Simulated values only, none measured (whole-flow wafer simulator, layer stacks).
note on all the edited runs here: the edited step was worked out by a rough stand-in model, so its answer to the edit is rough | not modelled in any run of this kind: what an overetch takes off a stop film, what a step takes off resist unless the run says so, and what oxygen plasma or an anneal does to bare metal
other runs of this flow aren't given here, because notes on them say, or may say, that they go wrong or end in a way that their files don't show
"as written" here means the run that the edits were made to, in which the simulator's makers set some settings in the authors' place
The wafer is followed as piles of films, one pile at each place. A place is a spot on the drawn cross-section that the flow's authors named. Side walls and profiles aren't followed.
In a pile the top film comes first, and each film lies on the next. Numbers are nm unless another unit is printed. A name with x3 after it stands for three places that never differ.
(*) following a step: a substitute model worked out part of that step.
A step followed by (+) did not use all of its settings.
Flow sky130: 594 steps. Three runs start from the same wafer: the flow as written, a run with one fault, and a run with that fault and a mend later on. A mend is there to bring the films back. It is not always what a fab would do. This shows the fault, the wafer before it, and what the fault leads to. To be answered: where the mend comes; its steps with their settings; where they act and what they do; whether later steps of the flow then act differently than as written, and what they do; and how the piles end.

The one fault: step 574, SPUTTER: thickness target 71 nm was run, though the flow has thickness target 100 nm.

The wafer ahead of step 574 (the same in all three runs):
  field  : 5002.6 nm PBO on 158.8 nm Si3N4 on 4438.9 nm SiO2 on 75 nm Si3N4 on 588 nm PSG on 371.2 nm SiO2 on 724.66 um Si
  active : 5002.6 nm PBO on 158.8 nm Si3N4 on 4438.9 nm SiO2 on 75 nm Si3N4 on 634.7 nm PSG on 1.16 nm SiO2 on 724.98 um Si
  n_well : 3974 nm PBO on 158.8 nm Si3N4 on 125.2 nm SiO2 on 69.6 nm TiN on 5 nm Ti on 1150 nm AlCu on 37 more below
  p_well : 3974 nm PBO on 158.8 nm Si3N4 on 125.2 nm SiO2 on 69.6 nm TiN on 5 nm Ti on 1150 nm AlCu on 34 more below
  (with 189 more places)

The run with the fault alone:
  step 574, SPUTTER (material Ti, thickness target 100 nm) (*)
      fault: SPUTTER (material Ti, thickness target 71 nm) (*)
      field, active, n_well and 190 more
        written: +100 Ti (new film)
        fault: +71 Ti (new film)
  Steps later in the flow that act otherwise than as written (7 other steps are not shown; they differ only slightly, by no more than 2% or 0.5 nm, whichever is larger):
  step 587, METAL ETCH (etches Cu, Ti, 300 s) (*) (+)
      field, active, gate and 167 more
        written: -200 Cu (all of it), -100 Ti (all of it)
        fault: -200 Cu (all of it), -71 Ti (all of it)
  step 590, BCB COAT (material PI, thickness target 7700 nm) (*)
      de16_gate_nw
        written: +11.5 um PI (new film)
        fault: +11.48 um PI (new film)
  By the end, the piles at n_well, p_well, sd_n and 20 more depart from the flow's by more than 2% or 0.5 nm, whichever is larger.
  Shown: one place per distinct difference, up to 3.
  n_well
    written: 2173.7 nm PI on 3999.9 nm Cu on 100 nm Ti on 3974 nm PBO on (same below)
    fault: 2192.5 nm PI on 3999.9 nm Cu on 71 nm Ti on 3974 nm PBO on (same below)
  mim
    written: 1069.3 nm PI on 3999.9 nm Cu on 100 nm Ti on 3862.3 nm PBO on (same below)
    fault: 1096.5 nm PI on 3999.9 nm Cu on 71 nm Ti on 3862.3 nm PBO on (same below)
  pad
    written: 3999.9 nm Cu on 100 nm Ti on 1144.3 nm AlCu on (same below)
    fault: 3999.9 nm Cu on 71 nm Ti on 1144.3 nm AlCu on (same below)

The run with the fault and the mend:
  The mend stands after step 574.
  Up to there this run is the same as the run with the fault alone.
  step 574a, SPUTTER (material Ti, thickness target 29 nm) (*) (a further turn of the flow's step 574, with different settings)
      field, active, n_well and 190 more
        +29 Ti
  Later steps of the flow that are run all act as written at every place that is followed.
  At every place that both follow, the piles at the end match the flow's.
